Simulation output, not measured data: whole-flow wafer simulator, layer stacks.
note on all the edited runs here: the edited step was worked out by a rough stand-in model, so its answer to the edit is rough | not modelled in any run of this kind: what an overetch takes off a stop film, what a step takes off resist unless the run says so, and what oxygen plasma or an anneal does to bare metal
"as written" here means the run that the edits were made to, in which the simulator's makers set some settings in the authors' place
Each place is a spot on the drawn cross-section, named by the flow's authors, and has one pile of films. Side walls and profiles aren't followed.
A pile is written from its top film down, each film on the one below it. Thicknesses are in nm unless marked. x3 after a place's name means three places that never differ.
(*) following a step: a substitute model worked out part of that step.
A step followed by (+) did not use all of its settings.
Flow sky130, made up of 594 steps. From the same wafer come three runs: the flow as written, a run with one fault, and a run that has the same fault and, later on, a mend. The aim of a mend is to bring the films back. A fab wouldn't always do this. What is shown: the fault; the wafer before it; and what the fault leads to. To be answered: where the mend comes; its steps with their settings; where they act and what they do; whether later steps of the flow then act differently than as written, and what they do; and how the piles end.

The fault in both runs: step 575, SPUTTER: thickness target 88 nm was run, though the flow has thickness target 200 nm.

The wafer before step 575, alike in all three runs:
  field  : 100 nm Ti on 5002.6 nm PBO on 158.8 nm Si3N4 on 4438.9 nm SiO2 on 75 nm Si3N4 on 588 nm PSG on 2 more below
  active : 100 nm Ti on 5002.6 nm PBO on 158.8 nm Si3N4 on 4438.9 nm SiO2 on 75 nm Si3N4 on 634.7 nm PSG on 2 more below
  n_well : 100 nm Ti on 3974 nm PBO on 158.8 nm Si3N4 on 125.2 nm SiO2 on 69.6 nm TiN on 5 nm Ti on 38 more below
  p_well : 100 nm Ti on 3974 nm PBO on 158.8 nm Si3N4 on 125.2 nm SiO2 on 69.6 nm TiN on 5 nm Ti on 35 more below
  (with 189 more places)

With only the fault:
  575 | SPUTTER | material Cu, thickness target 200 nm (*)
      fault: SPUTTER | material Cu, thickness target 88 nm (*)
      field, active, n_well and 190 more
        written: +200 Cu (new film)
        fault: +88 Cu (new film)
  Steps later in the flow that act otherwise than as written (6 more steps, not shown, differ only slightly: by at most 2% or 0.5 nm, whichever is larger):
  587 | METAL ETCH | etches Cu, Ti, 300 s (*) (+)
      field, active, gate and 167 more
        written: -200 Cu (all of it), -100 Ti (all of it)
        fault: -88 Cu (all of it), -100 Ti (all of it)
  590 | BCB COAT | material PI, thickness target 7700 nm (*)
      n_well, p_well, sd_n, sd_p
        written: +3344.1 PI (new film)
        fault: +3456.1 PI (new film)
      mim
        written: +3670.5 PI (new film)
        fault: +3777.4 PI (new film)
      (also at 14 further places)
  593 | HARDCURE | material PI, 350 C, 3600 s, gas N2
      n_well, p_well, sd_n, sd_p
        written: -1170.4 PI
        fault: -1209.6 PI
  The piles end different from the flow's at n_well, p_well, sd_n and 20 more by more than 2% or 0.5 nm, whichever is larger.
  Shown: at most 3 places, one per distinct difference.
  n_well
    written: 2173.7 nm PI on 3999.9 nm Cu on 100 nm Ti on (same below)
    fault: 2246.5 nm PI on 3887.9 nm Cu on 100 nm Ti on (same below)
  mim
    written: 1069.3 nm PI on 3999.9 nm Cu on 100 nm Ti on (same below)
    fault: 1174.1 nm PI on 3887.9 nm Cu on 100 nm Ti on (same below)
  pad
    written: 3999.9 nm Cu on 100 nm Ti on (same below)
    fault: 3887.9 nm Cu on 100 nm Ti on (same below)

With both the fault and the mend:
  The mend stands after step 582.
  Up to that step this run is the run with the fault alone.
  582a | STRIP | chemistry NMP, 80 C, 900 s
      wcut_nhv, wcut_phv, wcut_fox_pw and 23 more
        -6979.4 i-line resist (all of it)
      mim_edge_plate_strap, mim_edge_plate, mim_edge_gap, mim_edge_gap_sheet, vpp_l1ln, dnw_fox
        -6980.8 i-line resist (all of it)
      gate_len, gate_lvt_sd_len, gate_p_sd_len, gate_p_hvt_sd_len, gate_p_lvt_sd_len, gate_len_250
        -6982 i-line resist (all of it)
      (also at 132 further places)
  582b | SPUTTER | material Cu, thickness target 112 nm (*) (the flow's step 575 again, with other settings)
      field, active, n_well and 190 more
        +112 Cu
  582c | HMDS | 120 C, 60 s (the flow's step 577 again)
      does not change any film at any place that is followed
  582d | COAT | i-line resist, thickness 7000 nm (*) (the flow's step 578 again)
      dice_street, wcut_nhv, wcut_phv and 18 more
        +7000 i-line resist (new film)
      poly_ln, iso_pw_fox, gate_lvt_sd, active_lvt, spacer_lvt, sonos_sd, sonos_cell_x, sonos_guard_x
        +7003.2 i-line resist (new film)
      vpp_iso2, mim_edge_plate_strap, mim_edge_plate, mim_edge_gap, mim_edge_gap_sheet, gate_hv_nvt, de16_nw_sti
        +7001.4 i-line resist (new film)
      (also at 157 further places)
  582e | SOFTBAKE | i-line resist, 110 C, 180 s (the flow's step 579 again)
      de16_gate_pw, de16_pw_fp, de16_pw_sti, de16_psrc_nw
        -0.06 i-line resist
      field, active_lvt
        +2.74 i-line resist
      mim, vcap_hvt
        -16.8 i-line resist
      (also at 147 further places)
  582f | EXPOSE | photomask CU1M (the flow's step 580 again)
      does not change any film at any place that is followed
  582g | PEB | i-line resist, 90 C, 60 s (the flow's step 581 again)
      field, active, n_well and 134 more
        -0.07 i-line resist
      pad
        -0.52 i-line resist
  582h | DEVELOP | thickness 7000 nm (*) (the flow's step 582 again)
      field, active, gate and 167 more
        -20.6 i-line resist
      n_well, p_well, sd_n, sd_p
        -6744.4 i-line resist (all of it)
      dep_nw_sti, dep_ntap_nw, de16_nw_sti
        -7000.7 i-line resist (all of it)
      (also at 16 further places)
  Every later step of the flow that is run acts as written at every place that is followed.
  By the end, the piles equal the flow's at every place that both follow.
